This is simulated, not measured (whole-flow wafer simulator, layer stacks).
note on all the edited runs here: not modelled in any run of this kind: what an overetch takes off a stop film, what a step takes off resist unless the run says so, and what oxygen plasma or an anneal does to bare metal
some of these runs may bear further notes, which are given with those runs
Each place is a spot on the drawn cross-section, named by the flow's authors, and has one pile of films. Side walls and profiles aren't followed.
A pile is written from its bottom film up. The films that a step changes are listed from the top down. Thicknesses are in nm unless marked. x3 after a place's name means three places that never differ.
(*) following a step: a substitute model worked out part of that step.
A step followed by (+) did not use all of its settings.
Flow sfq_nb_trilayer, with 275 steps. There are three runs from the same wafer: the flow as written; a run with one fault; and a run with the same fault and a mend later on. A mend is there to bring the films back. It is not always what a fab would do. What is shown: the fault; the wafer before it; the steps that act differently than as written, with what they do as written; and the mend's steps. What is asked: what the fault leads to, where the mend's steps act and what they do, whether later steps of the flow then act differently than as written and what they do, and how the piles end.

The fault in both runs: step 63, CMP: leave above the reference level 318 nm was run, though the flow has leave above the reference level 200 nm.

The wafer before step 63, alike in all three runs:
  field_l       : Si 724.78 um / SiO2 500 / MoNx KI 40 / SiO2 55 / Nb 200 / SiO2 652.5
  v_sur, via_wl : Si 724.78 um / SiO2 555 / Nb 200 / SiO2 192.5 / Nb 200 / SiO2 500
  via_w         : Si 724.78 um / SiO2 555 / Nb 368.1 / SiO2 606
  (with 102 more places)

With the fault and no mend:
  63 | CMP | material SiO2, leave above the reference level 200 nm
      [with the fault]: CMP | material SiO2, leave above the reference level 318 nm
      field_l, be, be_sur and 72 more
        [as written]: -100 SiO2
        [with the fault]: nothing
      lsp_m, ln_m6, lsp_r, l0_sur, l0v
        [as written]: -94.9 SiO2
        [with the fault]: nothing
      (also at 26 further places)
  Steps later in the flow that act otherwise than as written (not shown: 7 more steps that differ only slightly, by at most 2% or 0.5 nm, whichever is larger):
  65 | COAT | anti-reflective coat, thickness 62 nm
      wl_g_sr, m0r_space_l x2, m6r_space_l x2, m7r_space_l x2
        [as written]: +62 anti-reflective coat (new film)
        [with the fault]: +64.7 anti-reflective coat (new film)
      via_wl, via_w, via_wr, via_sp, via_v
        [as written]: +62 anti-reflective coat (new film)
        [with the fault]: +60.6 anti-reflective coat (new film)
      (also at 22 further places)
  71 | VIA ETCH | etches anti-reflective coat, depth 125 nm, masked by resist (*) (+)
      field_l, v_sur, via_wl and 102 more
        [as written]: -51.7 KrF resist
        [with the fault]: -50.5 KrF resist
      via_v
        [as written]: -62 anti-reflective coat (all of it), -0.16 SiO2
        [with the fault]: -60.6 anti-reflective coat (all of it), -0.15 SiO2
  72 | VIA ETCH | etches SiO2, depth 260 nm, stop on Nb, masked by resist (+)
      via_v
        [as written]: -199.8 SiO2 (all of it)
        [with the fault]: -260 SiO2
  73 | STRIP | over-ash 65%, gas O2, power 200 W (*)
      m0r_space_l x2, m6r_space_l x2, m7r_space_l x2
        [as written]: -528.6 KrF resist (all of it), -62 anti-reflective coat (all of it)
        [with the fault]: -531.5 KrF resist (all of it), -64.7 anti-reflective coat (all of it)
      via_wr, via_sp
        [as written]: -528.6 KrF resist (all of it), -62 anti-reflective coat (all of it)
        [with the fault]: -524.3 KrF resist (all of it), -60.6 anti-reflective coat (all of it)
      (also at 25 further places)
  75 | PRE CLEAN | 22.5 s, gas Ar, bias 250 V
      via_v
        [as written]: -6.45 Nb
        [with the fault]: -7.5 SiO2
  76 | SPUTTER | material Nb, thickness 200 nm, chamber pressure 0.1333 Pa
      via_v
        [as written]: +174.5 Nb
        [with the fault]: +163.1 Nb (new film)
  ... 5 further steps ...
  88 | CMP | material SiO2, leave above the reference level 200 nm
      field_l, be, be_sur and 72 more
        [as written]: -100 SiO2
        [with the fault]: -82 SiO2
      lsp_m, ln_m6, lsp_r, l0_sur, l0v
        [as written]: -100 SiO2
        [with the fault]: -76.9 SiO2
  The piles end different from the flow's at field_l, v_sur, via_wl and 103 more by more than 2% or 0.5 nm, whichever is larger.
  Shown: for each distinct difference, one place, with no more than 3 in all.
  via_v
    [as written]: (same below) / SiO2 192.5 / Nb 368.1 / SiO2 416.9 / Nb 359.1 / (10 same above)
    [with the fault]: (same below) / SiO2 192.5 / Nb 200 / SiO2 50.3 / Nb 163.1 / SiO2 489.6 / Nb 359.1 / (10 same above)
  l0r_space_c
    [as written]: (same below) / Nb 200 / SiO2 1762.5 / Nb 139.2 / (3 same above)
    [with the fault]: (same below) / Nb 200 / SiO2 1880.5 / Nb 139.2 / (3 same above)
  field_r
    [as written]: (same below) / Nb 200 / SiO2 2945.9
    [with the fault]: (same below) / Nb 200 / SiO2 3063.9

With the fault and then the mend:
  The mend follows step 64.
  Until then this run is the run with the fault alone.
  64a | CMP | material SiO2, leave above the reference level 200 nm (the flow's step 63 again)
      field_l, be, be_sur and 72 more
        -100 SiO2
      v_sur, via_wl, via_w and 23 more
        -118 SiO2
      lsp_m, ln_m6, lsp_r, l0_sur, l0v
        -94.9 SiO2
  Later steps of the flow that are run all act as written at every place that is followed.
  By the end, the piles equal the flow's at every place that both follow.
